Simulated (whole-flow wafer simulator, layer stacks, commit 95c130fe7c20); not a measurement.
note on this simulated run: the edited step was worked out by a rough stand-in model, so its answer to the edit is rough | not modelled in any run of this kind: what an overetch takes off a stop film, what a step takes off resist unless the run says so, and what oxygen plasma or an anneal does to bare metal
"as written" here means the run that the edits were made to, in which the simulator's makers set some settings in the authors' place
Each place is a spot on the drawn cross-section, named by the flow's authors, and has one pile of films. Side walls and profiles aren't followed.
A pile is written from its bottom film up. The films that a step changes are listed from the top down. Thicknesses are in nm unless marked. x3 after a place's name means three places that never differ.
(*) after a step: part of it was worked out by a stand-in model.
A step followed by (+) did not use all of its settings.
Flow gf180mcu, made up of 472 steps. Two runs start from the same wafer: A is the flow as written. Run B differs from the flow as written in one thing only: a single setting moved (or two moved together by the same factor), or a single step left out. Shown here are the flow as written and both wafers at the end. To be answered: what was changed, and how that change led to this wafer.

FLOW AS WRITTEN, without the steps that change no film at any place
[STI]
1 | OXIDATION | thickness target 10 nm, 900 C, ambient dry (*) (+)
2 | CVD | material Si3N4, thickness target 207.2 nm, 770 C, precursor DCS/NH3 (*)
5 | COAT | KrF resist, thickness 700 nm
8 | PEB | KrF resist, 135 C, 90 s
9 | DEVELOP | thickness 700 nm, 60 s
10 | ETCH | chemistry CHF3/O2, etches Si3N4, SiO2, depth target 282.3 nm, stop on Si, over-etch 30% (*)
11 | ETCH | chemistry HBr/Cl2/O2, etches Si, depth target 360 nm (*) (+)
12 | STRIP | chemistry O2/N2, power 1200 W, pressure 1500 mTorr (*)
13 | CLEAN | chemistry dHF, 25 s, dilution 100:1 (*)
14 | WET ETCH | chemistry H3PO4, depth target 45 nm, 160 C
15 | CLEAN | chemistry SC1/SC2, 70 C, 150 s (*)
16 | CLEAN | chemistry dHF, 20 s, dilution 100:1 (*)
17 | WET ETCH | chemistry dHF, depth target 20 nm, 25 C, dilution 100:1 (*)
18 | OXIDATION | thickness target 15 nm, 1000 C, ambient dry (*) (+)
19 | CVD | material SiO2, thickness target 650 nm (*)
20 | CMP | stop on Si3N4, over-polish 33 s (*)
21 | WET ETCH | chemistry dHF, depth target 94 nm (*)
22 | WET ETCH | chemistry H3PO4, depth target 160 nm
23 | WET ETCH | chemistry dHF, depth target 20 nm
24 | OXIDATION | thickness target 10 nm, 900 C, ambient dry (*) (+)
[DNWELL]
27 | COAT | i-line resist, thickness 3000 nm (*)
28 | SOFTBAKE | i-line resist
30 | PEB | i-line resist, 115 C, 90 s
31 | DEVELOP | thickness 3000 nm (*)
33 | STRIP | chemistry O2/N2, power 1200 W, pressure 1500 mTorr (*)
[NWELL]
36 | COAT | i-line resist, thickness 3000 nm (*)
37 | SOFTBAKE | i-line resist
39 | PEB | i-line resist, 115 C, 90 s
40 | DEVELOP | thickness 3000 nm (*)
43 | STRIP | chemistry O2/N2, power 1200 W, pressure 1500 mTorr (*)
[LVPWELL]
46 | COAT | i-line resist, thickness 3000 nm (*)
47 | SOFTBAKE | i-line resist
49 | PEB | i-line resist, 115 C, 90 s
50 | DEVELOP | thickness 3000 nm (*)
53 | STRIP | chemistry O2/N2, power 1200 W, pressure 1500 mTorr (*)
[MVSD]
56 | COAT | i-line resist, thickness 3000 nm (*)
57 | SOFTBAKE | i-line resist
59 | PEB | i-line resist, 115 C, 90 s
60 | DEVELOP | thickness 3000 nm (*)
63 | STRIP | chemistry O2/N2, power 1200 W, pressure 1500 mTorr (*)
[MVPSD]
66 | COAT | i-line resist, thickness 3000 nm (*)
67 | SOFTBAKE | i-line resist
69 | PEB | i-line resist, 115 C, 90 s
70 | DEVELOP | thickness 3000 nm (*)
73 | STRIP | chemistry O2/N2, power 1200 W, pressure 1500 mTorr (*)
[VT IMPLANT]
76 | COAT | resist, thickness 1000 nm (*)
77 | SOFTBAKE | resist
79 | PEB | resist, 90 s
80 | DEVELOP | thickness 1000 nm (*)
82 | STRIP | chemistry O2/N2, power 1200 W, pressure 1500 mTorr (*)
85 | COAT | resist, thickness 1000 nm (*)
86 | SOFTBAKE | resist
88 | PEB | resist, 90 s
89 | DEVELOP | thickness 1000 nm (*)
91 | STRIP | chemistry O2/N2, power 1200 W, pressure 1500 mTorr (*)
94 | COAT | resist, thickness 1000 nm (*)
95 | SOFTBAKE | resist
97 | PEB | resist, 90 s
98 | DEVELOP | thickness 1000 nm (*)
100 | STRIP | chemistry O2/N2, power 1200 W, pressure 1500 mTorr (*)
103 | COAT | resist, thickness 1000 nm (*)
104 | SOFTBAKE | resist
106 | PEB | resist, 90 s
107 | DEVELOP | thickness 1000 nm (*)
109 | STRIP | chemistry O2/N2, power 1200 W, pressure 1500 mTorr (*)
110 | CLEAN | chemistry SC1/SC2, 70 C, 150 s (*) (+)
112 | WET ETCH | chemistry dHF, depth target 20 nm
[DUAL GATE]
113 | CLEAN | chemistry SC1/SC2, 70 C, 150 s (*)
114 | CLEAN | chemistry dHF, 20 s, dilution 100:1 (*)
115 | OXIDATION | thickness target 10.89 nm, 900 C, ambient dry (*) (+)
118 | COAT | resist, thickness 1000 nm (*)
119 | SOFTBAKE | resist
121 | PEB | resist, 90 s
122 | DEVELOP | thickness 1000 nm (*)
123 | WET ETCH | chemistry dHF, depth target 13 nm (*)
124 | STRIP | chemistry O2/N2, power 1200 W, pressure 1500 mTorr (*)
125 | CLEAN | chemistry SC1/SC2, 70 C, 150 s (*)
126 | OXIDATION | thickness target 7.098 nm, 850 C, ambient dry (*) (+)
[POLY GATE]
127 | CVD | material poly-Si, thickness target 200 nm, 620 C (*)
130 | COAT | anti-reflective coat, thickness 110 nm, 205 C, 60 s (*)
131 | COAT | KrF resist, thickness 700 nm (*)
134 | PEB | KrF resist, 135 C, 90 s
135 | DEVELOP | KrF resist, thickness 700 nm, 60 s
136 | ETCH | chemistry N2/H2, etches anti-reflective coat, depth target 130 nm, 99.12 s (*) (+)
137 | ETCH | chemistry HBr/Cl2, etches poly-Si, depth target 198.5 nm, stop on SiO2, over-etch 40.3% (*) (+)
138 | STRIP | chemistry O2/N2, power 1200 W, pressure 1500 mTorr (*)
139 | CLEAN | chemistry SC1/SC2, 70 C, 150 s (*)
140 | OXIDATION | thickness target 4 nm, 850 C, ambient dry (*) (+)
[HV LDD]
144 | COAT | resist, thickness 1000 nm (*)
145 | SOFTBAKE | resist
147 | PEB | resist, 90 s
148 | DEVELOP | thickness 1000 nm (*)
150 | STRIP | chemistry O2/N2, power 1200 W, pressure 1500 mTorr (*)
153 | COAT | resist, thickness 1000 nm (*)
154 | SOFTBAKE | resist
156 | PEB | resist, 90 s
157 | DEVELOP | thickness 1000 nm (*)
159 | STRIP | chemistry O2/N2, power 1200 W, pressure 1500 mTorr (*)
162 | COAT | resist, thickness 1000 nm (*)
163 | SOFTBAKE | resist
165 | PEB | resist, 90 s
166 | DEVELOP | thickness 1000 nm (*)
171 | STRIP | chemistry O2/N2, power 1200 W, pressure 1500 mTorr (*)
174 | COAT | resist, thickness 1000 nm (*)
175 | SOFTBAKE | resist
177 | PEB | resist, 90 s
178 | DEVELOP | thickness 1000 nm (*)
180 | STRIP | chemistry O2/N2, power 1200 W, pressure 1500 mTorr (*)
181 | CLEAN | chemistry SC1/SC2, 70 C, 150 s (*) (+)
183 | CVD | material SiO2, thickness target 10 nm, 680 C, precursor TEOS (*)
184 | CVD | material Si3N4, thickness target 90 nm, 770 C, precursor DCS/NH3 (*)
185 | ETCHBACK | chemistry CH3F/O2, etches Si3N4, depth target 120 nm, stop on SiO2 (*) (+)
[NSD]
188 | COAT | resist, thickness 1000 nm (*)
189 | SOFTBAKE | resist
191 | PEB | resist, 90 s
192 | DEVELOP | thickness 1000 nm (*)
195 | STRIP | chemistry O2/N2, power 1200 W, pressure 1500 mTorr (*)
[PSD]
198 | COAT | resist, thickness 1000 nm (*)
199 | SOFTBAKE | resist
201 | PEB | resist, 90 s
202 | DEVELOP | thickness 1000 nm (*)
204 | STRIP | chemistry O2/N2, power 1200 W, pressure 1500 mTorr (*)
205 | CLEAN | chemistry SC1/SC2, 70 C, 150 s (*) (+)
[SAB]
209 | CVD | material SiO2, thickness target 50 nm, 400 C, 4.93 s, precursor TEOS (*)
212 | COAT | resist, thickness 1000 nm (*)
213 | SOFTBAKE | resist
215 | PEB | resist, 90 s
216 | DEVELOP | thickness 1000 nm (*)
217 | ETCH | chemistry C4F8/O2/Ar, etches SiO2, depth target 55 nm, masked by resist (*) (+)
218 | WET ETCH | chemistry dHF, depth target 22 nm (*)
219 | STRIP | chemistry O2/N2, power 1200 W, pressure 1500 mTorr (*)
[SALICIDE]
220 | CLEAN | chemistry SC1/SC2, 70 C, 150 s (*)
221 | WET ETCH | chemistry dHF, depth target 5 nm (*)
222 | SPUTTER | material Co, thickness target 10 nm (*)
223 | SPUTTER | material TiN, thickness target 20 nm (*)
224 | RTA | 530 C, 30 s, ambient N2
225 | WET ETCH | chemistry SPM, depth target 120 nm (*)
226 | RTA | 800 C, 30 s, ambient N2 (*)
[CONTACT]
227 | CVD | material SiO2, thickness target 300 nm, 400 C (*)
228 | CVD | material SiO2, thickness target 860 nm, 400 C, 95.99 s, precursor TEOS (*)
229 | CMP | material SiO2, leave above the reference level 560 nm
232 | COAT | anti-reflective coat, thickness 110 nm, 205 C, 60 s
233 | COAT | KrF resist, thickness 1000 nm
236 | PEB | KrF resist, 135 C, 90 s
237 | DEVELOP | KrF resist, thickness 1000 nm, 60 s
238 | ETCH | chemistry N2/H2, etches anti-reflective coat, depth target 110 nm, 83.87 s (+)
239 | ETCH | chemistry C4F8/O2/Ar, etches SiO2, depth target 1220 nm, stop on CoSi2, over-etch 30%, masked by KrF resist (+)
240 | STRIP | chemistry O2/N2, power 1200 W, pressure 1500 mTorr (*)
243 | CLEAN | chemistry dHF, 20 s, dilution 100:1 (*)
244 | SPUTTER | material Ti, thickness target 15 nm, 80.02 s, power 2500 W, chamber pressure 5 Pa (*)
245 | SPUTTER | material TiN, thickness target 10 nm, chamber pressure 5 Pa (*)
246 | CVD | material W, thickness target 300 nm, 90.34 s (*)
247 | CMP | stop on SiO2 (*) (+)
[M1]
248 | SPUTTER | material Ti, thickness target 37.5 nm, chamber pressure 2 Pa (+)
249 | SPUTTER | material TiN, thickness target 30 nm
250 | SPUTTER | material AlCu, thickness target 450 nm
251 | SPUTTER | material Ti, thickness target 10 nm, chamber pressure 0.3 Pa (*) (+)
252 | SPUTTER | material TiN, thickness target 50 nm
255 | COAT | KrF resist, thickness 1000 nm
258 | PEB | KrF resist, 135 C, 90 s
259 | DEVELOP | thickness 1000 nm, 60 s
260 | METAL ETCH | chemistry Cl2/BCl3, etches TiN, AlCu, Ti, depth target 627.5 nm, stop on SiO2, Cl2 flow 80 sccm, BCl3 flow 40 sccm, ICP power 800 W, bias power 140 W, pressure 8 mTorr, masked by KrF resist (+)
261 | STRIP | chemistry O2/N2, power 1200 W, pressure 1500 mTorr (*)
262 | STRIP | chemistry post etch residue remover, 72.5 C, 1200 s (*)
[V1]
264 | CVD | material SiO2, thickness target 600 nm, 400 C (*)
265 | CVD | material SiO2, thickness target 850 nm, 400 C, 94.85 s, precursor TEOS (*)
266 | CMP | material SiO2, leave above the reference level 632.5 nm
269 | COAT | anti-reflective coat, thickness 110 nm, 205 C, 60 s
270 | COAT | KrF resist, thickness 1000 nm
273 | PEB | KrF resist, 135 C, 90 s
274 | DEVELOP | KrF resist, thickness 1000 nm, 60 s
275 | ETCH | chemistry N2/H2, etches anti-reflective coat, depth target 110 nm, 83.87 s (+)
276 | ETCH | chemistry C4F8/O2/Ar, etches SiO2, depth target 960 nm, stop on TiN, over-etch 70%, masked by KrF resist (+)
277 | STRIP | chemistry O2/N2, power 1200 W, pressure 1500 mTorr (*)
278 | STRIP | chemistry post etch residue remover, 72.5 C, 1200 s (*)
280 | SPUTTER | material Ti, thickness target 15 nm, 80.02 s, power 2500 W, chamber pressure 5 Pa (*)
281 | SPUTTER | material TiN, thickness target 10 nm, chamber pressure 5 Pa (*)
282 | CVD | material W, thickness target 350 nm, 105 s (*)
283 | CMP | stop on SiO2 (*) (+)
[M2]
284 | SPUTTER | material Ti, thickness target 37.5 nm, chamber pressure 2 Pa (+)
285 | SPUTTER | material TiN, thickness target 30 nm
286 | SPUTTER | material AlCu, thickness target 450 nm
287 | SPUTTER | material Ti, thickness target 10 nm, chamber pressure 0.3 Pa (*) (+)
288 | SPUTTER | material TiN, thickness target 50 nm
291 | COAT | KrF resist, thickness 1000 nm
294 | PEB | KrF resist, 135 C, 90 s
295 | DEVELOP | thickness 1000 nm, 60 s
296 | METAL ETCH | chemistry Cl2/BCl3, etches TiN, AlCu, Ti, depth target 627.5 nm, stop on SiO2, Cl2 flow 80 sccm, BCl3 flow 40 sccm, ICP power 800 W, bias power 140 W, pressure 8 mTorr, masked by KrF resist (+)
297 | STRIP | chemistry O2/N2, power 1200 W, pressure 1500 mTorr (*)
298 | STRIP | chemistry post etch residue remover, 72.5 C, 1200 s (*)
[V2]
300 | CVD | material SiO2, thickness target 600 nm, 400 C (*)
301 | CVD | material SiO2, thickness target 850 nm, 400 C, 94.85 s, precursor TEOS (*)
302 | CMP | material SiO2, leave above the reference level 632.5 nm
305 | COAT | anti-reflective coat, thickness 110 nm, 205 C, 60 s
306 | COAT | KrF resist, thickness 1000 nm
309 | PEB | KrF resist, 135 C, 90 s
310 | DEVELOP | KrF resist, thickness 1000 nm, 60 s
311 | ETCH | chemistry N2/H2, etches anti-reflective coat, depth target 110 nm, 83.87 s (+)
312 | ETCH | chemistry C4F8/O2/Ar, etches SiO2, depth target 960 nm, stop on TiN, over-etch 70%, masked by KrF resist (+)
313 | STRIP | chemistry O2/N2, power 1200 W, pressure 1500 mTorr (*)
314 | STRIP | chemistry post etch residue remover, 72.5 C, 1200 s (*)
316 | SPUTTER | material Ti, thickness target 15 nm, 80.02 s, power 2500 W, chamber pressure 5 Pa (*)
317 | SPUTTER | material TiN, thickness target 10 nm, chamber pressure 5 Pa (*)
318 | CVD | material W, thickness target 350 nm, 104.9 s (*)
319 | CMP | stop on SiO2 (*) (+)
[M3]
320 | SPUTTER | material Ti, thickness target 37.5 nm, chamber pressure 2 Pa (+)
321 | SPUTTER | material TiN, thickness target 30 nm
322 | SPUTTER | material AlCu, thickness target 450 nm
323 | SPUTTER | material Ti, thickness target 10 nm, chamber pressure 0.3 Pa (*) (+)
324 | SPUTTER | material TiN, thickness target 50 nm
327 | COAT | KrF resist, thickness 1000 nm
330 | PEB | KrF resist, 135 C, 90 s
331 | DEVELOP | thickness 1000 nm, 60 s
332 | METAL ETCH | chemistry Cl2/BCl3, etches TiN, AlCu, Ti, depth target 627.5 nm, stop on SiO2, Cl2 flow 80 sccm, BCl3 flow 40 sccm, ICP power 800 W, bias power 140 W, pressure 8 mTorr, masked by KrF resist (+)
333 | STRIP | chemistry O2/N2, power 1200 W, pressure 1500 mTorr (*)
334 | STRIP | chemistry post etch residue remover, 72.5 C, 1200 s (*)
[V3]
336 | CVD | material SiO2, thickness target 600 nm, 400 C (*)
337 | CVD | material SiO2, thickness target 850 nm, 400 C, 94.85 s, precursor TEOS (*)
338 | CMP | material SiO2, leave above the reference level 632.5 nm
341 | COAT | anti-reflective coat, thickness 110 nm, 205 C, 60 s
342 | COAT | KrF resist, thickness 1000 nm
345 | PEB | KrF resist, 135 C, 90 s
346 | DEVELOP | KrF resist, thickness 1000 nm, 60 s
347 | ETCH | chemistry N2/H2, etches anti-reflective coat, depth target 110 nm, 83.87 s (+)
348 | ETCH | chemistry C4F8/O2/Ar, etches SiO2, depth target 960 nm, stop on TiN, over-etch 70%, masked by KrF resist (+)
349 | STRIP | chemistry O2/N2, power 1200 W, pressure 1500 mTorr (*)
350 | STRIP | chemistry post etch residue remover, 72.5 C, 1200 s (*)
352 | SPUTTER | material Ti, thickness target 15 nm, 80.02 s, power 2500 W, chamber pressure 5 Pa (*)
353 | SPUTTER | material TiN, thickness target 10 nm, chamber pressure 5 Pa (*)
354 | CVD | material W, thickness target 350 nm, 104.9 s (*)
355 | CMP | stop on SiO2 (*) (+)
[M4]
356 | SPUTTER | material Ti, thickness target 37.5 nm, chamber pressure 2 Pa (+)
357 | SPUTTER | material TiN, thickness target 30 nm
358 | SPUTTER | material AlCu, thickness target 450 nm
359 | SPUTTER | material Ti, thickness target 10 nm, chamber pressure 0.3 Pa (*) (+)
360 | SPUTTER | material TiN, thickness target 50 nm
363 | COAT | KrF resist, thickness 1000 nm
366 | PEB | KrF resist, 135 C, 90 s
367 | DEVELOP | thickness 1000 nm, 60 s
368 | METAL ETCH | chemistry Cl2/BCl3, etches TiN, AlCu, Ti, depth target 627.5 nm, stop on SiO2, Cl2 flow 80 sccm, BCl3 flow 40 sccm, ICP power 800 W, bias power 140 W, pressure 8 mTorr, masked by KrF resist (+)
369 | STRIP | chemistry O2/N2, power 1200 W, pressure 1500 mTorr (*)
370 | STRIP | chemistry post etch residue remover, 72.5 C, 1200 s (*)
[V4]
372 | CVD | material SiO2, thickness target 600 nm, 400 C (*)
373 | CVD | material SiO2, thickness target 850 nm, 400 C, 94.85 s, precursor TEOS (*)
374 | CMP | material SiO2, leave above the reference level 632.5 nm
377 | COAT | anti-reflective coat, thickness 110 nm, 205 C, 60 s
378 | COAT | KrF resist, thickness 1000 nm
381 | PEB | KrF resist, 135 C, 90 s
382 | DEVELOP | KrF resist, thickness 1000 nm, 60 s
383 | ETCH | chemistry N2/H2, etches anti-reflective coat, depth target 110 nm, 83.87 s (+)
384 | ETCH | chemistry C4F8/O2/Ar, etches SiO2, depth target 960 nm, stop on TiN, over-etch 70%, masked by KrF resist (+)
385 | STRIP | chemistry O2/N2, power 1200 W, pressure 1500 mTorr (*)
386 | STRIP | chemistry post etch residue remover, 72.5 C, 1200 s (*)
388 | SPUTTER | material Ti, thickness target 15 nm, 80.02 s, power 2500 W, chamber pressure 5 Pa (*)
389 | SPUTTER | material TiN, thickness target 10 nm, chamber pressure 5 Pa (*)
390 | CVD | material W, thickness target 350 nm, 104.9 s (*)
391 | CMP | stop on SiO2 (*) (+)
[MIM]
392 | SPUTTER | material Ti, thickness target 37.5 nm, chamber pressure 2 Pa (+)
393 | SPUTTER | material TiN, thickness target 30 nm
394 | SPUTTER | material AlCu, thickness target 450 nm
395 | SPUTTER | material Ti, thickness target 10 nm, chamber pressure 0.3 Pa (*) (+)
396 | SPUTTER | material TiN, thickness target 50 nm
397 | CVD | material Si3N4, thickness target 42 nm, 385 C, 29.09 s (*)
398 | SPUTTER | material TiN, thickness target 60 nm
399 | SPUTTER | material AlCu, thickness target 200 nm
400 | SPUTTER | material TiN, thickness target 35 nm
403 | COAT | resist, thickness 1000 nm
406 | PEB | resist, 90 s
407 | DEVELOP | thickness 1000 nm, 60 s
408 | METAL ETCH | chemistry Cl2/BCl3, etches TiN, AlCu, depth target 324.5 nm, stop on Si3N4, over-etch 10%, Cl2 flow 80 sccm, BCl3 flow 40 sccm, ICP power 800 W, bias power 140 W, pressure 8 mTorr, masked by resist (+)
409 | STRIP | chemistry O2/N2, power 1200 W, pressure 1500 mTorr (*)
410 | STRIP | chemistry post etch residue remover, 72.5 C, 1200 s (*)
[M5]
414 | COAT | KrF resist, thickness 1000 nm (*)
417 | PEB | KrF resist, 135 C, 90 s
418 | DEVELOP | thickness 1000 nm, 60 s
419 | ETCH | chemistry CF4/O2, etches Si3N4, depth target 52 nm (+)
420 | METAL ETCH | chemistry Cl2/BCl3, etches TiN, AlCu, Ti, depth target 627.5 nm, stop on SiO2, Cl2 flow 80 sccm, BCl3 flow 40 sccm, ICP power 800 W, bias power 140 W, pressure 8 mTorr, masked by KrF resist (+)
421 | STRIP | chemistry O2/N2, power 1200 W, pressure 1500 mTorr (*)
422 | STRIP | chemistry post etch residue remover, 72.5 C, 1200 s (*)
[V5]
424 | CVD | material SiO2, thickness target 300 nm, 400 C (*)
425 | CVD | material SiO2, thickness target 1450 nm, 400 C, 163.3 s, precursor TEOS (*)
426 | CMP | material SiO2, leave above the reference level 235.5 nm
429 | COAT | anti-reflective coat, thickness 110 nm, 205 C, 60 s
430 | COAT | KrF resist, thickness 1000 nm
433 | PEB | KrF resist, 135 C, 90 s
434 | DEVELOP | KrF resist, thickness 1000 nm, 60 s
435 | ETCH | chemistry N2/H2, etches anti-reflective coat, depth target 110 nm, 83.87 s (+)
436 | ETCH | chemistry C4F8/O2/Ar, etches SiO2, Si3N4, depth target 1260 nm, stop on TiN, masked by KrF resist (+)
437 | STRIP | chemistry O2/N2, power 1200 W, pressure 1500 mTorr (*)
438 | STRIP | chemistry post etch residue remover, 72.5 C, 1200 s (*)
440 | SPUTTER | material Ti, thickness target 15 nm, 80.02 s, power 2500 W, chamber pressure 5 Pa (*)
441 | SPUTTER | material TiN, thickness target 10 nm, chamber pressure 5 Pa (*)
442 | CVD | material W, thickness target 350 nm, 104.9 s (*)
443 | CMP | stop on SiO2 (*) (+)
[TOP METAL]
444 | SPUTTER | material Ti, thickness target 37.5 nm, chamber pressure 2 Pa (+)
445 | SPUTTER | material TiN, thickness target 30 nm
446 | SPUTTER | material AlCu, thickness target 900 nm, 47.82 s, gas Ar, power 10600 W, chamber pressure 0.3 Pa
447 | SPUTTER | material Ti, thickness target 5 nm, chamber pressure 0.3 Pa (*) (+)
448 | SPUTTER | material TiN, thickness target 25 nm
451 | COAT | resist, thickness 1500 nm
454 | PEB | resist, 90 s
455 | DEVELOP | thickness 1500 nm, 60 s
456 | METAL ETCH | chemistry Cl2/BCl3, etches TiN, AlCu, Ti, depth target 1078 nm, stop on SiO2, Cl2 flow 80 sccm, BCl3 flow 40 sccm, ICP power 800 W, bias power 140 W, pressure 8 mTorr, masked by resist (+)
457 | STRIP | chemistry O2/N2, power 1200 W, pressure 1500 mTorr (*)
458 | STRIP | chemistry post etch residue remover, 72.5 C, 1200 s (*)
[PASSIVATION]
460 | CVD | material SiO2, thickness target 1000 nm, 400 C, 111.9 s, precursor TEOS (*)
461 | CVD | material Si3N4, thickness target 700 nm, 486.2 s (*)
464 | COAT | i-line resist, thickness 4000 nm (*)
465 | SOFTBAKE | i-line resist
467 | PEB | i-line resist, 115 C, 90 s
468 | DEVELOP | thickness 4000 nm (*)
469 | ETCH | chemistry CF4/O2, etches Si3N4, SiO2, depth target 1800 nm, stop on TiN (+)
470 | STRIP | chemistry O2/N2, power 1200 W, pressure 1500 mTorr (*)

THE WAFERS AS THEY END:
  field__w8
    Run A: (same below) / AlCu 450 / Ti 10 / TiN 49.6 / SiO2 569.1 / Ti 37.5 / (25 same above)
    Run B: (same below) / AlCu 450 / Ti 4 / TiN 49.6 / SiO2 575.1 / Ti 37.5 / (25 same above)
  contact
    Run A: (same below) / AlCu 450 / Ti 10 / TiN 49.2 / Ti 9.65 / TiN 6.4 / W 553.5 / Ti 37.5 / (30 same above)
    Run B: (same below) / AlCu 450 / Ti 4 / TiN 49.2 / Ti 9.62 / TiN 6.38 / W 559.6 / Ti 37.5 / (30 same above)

The reason: step 287, SPUTTER: thickness target 4 nm was run, whereas the flow has thickness target 10 nm.
One can read it off the wafer: field__w8 has Ti 4, and step 287 as written asks for 10 nm.

How this came from the change, step by step:
  287 | SPUTTER | material Ti, thickness target 10 nm, chamber pressure 0.3 Pa (*) (+)
      field, field__w1, field__w2 and 108 more: A +10 Ti (new film) | B +4 Ti (new film)
  296 | METAL ETCH | chemistry Cl2/BCl3, etches TiN, AlCu, Ti, depth target 627.5 nm, stop on SiO2, Cl2 flow 80 sccm, BCl3 flow 40 sccm, ICP power 800 W, bias power 140 W, pressure 8 mTorr, masked by KrF resist (+)
      field, field__w1, field__w2 and 103 more: A -50 TiN (all of it), -10 Ti (all of it), -450 AlCu (all of it), -30 TiN (all of it), -37.5 Ti (all of it) | B -50 TiN (all of it), -4 Ti (all of it), -450 AlCu (all of it), -30 TiN (all of it), -37.5 Ti (all of it)
